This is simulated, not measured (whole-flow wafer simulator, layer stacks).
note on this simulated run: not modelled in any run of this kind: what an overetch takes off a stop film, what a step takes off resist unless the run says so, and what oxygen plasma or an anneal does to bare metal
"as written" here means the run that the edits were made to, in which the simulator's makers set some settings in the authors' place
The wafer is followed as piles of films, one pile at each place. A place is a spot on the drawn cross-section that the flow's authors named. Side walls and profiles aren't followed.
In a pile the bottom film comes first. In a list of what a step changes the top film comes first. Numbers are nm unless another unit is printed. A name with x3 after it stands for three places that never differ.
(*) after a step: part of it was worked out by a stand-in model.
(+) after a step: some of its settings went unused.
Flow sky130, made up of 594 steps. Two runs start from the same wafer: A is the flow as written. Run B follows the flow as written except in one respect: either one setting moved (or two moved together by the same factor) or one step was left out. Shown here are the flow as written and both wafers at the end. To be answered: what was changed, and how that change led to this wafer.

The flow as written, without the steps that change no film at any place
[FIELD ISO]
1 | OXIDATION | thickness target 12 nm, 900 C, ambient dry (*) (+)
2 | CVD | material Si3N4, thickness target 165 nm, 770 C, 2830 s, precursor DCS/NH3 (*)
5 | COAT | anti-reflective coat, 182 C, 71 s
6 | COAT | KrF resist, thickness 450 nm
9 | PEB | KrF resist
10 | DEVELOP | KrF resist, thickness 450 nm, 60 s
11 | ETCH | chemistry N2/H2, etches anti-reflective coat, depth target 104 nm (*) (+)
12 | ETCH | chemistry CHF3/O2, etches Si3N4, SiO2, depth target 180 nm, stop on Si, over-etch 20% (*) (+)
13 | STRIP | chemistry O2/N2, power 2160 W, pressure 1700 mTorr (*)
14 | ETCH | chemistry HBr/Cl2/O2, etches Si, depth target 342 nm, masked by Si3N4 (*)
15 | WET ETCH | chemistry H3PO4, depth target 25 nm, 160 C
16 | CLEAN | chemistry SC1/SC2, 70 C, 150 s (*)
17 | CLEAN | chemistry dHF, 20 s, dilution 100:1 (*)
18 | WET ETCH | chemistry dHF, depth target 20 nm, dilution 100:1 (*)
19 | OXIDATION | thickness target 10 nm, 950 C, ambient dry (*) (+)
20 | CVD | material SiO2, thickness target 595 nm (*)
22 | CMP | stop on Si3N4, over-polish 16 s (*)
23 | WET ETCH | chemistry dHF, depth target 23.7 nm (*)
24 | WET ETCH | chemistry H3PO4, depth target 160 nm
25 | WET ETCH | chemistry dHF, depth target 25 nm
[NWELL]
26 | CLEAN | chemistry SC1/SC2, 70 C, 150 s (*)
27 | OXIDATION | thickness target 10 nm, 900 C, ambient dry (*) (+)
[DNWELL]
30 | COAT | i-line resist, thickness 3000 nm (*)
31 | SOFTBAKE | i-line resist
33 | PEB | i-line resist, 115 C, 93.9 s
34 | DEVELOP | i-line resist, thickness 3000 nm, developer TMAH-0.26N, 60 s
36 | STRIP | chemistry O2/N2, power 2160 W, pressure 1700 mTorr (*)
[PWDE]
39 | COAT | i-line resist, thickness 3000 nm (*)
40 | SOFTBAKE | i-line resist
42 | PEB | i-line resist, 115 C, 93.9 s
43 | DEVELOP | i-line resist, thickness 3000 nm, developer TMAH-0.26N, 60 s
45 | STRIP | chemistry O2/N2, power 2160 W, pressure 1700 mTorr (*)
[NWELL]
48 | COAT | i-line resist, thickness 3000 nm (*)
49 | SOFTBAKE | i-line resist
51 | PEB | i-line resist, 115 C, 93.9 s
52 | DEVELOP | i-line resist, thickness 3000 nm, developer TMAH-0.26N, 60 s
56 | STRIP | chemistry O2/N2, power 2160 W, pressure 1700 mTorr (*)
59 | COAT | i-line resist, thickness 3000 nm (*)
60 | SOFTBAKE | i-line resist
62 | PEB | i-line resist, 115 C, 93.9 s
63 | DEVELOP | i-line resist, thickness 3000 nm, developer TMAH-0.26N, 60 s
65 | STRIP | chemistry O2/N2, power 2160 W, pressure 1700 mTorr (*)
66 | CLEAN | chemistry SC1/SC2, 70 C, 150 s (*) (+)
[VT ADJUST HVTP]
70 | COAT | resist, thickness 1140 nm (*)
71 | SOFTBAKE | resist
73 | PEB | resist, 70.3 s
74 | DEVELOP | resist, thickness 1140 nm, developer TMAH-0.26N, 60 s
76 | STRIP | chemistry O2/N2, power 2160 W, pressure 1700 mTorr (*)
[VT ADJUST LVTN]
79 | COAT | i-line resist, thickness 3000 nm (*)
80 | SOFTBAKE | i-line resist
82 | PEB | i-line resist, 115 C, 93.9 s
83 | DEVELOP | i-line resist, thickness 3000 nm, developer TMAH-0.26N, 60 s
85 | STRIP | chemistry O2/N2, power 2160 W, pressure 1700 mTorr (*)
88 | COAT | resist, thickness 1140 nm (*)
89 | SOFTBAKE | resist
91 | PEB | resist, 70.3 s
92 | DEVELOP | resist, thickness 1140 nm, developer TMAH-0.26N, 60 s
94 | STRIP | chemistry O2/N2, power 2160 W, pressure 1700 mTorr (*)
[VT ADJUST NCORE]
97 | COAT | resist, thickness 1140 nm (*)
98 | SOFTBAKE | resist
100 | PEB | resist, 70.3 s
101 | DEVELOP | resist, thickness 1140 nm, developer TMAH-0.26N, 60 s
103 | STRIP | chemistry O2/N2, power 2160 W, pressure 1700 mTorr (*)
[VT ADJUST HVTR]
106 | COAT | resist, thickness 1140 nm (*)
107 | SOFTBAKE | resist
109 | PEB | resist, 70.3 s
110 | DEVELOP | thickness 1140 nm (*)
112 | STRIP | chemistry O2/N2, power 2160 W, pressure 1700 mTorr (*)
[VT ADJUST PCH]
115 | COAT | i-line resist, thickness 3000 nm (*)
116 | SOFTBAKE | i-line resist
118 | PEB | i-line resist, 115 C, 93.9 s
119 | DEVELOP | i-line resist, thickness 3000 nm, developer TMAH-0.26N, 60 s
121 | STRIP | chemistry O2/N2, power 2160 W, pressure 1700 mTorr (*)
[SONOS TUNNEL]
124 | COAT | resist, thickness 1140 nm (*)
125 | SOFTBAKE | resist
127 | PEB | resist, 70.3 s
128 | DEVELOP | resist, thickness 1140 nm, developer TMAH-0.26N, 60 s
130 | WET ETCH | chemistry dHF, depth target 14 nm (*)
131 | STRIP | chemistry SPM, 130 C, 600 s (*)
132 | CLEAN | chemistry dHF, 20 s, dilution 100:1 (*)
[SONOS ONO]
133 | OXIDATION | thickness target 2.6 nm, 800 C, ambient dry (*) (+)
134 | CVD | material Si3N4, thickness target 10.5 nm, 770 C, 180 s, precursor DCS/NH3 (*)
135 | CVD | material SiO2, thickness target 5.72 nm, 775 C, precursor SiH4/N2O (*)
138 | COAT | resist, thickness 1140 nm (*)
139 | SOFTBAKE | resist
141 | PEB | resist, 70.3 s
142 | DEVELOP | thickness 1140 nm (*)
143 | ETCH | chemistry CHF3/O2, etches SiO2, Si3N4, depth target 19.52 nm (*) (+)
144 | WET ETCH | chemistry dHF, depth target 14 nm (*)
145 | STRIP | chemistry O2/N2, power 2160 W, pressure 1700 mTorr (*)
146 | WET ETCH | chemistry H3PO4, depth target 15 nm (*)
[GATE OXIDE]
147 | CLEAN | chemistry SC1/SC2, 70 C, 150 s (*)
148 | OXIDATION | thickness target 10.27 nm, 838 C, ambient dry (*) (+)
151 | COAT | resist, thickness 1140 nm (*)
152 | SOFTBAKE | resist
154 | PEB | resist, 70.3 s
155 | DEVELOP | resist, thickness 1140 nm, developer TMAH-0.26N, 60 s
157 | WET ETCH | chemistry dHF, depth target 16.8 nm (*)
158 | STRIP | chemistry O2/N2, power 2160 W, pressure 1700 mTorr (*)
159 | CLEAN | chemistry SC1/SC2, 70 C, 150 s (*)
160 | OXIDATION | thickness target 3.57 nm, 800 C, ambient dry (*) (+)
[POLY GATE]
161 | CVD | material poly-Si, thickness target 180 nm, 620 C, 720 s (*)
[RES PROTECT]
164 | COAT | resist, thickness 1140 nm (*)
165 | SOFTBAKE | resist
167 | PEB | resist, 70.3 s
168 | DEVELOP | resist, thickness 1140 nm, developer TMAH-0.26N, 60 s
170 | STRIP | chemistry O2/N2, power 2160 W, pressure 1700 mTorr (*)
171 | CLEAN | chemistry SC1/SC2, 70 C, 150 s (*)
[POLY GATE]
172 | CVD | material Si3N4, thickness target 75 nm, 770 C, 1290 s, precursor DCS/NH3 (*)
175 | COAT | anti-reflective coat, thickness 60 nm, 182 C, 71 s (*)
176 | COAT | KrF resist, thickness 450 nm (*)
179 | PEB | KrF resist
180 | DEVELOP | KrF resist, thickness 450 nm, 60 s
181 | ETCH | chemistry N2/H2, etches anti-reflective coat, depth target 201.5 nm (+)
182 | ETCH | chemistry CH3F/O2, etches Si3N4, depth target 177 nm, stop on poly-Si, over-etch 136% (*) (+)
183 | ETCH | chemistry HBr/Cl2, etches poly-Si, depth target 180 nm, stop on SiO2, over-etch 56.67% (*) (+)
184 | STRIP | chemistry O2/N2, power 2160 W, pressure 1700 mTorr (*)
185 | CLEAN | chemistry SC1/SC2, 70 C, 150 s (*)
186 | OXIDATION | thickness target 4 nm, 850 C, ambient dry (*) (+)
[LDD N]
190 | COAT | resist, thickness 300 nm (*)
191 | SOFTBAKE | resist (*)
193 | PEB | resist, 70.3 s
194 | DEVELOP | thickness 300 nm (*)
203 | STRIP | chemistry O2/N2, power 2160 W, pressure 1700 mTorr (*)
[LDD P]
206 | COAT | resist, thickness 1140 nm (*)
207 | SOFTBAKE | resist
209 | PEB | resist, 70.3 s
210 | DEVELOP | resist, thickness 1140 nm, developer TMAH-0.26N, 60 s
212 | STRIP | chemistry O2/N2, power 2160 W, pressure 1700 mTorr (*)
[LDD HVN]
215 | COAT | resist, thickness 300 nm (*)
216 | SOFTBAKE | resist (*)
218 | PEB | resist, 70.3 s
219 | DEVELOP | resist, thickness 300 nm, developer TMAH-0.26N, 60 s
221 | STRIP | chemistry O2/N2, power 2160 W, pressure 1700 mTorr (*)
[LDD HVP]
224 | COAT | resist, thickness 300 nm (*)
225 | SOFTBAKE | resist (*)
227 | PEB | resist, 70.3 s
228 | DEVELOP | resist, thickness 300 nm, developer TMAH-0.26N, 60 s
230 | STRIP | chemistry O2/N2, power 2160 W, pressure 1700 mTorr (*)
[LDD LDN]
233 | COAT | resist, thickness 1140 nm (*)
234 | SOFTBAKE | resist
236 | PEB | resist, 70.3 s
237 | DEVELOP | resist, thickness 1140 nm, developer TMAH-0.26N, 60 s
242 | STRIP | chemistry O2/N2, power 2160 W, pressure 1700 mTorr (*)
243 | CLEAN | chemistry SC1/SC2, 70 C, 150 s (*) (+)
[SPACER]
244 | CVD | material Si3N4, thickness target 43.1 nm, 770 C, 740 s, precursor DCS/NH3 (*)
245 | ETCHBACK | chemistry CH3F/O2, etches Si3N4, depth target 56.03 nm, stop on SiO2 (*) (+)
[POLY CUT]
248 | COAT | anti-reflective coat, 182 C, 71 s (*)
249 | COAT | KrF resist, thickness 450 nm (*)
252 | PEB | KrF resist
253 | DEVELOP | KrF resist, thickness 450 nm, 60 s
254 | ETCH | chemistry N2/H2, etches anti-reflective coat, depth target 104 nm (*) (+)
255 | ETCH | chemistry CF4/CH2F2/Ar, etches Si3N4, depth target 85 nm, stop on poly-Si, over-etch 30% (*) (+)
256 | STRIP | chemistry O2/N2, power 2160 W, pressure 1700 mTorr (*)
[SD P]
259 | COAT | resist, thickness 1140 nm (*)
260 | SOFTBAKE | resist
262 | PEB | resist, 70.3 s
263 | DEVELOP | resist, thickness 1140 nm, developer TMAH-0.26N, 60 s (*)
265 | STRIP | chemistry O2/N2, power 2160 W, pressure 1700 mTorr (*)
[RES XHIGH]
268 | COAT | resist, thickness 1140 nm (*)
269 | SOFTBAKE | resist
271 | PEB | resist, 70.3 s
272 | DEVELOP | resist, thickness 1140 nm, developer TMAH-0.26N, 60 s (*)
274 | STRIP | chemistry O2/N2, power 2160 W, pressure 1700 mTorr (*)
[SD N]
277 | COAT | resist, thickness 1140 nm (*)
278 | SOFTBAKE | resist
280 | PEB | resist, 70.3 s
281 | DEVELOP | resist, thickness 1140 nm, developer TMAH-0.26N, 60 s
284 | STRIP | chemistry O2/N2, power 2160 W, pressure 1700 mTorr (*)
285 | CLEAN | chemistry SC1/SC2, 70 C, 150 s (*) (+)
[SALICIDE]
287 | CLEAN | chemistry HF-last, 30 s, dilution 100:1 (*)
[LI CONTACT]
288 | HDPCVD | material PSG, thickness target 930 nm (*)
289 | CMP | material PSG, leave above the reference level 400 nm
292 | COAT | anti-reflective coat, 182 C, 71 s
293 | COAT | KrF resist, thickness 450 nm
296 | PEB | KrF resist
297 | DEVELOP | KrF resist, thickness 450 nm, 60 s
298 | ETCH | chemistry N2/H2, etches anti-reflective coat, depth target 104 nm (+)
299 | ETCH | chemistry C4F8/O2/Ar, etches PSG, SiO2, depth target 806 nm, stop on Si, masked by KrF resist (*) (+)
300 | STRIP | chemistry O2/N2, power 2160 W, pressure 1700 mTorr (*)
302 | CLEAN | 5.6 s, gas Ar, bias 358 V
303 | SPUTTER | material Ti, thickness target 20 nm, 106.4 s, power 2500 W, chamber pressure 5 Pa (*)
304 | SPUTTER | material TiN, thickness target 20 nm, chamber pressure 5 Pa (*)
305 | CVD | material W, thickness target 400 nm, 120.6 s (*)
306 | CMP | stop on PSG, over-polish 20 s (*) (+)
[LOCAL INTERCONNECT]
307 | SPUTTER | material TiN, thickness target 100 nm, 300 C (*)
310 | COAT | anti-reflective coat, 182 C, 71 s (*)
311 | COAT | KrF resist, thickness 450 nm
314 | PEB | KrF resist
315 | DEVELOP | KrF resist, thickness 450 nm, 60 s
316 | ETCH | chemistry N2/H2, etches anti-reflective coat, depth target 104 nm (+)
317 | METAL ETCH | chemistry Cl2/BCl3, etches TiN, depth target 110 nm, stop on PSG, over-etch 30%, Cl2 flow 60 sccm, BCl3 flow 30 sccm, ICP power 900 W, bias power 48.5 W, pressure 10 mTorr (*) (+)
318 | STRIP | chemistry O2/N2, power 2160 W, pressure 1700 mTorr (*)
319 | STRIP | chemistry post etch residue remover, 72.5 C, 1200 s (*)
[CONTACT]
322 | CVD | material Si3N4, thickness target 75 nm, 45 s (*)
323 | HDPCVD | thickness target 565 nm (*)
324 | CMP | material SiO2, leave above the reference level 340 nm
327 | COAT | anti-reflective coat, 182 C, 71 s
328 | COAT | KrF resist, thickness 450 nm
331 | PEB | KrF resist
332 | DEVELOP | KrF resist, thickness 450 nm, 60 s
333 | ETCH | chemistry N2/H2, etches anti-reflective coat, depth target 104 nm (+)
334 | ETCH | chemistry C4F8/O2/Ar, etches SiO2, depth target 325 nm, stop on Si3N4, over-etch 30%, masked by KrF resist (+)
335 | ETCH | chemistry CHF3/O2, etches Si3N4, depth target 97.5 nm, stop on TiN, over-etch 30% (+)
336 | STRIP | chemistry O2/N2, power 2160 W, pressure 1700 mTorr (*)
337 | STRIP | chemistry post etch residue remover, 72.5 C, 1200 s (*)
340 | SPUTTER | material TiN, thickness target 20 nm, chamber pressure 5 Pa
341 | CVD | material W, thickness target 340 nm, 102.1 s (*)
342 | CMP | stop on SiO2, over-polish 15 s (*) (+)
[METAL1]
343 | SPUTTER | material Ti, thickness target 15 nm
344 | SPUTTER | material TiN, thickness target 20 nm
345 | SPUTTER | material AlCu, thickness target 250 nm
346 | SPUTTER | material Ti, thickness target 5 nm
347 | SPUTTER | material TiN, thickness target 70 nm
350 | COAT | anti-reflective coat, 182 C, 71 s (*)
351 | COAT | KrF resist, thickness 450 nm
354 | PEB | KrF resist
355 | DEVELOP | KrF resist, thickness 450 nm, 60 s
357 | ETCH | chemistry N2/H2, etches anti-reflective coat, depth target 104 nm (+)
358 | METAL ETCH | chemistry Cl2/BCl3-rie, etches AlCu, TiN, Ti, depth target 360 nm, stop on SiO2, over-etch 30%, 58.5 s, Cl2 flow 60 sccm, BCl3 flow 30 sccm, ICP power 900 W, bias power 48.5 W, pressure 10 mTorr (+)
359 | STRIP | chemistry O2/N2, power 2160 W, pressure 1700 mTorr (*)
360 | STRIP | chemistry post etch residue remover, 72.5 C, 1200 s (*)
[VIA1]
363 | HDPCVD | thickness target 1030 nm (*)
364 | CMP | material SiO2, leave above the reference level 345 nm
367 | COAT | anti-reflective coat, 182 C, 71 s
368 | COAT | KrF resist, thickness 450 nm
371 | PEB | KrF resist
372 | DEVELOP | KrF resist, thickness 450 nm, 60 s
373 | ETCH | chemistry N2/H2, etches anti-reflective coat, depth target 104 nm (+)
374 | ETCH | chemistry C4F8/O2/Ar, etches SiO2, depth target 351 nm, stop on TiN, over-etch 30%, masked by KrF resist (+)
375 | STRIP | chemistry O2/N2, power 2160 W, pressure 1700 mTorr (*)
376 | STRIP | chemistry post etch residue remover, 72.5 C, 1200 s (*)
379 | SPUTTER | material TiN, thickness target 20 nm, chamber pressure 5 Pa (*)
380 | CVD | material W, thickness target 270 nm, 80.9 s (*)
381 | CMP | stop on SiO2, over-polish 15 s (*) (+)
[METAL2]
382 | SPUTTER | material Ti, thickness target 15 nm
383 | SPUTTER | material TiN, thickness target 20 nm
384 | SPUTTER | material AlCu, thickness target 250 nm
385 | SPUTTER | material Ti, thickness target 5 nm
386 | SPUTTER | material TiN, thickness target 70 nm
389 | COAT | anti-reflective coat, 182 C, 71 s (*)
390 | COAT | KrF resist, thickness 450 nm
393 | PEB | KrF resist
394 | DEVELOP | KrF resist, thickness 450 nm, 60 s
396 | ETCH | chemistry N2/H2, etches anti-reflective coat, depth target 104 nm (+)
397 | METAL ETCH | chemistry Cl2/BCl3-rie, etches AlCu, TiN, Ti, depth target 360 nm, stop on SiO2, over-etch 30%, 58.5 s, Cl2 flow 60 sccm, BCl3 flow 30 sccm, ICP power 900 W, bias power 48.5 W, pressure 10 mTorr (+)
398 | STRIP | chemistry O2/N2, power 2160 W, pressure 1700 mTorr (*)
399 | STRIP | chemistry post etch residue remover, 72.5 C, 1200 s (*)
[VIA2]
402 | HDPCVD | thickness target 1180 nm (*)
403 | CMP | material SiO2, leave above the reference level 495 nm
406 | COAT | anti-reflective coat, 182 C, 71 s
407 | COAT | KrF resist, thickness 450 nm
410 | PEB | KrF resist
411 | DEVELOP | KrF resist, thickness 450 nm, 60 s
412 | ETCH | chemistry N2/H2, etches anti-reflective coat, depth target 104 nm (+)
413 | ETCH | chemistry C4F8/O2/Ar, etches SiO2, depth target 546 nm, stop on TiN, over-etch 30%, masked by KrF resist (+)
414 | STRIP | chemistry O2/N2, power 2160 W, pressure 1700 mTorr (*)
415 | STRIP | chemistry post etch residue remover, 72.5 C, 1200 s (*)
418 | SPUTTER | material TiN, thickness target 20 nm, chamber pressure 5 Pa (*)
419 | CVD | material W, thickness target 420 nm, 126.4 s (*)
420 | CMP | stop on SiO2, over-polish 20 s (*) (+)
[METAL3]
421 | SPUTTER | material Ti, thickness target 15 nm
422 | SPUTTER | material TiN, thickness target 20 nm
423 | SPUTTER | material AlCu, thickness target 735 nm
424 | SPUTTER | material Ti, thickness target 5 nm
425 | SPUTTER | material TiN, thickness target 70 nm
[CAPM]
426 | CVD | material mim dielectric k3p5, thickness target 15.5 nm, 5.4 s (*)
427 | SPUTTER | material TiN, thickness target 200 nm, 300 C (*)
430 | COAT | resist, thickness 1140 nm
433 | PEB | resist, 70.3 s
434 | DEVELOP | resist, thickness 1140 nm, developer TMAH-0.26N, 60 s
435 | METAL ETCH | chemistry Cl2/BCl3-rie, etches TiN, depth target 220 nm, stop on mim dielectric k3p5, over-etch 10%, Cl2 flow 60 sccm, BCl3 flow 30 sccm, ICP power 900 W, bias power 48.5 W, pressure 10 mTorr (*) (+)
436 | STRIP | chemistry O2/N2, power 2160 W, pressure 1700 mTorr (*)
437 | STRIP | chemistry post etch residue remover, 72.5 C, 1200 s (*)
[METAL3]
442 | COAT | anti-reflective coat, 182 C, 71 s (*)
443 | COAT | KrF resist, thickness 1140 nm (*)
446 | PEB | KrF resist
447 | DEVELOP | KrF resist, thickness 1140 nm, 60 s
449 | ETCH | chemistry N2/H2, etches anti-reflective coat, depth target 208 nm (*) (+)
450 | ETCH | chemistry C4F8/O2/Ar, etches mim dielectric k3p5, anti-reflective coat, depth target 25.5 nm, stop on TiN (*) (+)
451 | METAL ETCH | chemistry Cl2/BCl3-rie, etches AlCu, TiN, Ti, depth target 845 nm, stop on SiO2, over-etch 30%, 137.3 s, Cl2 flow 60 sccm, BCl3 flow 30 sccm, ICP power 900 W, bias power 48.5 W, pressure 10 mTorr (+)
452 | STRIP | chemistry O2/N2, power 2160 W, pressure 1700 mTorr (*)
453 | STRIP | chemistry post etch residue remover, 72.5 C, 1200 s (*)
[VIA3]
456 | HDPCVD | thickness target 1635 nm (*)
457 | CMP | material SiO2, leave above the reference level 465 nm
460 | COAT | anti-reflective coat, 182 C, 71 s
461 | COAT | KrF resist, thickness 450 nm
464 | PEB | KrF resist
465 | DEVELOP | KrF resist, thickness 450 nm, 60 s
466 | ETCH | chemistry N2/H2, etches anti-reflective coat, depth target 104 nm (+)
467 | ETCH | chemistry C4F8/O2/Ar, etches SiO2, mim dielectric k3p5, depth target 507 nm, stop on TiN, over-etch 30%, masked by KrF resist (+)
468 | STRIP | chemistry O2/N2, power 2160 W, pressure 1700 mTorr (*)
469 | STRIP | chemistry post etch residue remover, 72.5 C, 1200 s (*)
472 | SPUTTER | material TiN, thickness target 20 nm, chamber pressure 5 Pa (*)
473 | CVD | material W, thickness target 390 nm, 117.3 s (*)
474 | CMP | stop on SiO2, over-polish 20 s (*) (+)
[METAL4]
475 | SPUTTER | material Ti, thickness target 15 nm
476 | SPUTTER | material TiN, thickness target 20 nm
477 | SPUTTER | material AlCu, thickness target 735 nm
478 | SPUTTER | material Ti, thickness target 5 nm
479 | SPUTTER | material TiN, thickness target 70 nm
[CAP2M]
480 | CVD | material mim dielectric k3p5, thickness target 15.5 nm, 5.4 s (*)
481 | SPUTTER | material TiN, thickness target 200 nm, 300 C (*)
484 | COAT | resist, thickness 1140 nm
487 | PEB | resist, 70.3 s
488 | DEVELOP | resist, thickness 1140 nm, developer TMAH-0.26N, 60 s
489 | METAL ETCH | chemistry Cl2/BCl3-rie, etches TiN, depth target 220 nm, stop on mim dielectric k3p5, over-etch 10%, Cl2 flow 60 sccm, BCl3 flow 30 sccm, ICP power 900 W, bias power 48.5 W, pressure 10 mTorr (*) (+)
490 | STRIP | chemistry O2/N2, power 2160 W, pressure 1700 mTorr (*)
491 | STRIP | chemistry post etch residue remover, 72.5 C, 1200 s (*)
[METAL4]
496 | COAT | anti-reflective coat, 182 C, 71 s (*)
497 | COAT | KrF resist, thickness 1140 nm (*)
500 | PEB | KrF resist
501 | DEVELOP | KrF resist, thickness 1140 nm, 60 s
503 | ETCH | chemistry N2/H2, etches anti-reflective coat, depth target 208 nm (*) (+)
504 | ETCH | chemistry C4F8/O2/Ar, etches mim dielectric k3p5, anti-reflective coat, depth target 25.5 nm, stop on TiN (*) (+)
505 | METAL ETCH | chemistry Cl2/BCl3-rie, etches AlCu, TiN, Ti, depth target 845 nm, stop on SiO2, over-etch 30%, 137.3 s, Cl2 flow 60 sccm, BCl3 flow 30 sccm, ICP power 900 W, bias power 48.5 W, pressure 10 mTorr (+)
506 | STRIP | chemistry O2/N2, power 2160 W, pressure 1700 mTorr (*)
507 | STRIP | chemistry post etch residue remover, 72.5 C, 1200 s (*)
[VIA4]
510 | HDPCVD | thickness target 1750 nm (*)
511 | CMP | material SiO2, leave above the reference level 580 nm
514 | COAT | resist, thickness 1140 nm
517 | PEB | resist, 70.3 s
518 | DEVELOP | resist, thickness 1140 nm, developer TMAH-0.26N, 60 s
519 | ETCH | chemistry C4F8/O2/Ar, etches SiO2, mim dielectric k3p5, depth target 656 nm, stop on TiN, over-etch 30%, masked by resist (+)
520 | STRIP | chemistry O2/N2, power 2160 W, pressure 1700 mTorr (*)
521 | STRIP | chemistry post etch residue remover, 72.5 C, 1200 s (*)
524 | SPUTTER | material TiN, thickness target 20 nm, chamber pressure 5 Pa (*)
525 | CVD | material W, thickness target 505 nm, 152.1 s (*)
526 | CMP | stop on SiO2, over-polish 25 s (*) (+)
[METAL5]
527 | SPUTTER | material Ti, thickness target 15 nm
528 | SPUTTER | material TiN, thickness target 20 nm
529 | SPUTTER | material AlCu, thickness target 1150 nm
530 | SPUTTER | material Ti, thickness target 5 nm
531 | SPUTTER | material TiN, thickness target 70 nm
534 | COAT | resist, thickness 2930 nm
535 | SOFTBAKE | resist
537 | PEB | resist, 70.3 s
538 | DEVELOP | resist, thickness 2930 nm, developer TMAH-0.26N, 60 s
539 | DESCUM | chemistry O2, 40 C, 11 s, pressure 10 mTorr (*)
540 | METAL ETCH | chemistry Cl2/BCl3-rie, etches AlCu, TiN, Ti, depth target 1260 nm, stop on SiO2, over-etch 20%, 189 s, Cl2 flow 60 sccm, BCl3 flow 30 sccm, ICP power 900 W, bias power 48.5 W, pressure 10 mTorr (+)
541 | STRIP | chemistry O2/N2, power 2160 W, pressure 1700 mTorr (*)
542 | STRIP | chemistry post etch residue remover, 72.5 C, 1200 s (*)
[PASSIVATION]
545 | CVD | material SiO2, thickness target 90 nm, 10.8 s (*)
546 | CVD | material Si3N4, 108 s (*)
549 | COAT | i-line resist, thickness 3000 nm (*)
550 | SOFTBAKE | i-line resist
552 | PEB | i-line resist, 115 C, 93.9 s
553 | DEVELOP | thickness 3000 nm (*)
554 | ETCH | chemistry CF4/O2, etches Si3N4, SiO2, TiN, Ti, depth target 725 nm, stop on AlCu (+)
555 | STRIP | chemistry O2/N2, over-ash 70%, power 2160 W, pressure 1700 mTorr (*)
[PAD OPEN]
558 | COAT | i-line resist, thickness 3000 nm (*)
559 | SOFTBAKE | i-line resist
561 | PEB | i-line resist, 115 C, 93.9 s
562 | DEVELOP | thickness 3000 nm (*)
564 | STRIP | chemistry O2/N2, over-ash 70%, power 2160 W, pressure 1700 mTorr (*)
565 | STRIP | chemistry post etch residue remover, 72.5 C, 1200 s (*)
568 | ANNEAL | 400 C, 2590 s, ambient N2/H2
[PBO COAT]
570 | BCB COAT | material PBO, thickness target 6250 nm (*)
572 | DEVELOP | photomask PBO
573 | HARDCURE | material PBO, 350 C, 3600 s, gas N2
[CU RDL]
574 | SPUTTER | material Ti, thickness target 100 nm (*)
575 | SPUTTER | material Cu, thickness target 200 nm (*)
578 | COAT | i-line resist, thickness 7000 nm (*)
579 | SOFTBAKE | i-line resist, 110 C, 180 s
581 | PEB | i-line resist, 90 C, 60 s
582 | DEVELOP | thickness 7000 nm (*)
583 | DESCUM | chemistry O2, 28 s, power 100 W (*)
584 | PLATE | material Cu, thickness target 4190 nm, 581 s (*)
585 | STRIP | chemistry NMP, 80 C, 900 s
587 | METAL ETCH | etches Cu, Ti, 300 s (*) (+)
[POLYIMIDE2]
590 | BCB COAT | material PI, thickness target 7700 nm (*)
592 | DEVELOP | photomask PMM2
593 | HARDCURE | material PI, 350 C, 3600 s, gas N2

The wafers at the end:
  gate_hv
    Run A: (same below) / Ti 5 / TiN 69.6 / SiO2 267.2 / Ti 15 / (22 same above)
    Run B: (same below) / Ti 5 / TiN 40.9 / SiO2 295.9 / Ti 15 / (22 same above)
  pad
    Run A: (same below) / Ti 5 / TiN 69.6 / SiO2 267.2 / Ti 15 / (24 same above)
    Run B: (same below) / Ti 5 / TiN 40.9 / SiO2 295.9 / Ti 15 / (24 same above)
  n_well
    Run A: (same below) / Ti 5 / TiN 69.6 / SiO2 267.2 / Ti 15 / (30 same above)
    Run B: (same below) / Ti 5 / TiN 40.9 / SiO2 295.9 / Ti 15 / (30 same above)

The reason: step 347, SPUTTER: thickness target 41.3 nm was run, though the flow has thickness target 70 nm.

How this came from the change, step by step:
  347 | SPUTTER | material TiN, thickness target 70 nm
      field, active, n_well and 188 more: A +70 TiN (new film) | B +41.3 TiN (new film)
  358 | METAL ETCH | chemistry Cl2/BCl3-rie, etches AlCu, TiN, Ti, depth target 360 nm, stop on SiO2, over-etch 30%, 58.5 s, Cl2 flow 60 sccm, BCl3 flow 30 sccm, ICP power 900 W, bias power 48.5 W, pressure 10 mTorr (+)
      field, active, gate and 81 more: A -68.7 TiN (all of it), -5 Ti (all of it), -250 AlCu (all of it), -20 TiN (all of it), -15 Ti (all of it), -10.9 SiO2 | B -40 TiN (all of it), -5 Ti (all of it), -250 AlCu (all of it), -20 TiN (all of it), -15 Ti (all of it), -13.8 SiO2
  364 | CMP | material SiO2, leave above the reference level 345 nm
      n_well, p_well, gate_hv and 100 more: A -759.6 SiO2 | B -730.9 SiO2
      poly_licon, ndiff_licon, ndiff_licon_cpp, rpo_hd_licon: A -759 SiO2 | B -730.3 SiO2
  374 | ETCH | chemistry C4F8/O2/Ar, etches SiO2, depth target 351 nm, stop on TiN, over-etch 30%, masked by KrF resist (+)
      m1, via1_hole: A -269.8 SiO2 (all of it) | B -298.5 SiO2 (all of it)
  379 | SPUTTER | material TiN, thickness target 20 nm, chamber pressure 5 Pa (*)
      m1: A +11 TiN | B +10.4 TiN
  380 | CVD | material W, thickness target 270 nm, 80.9 s (*)
      m1, via1_hole: A +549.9 W (new film) | B +579.1 W (new film)
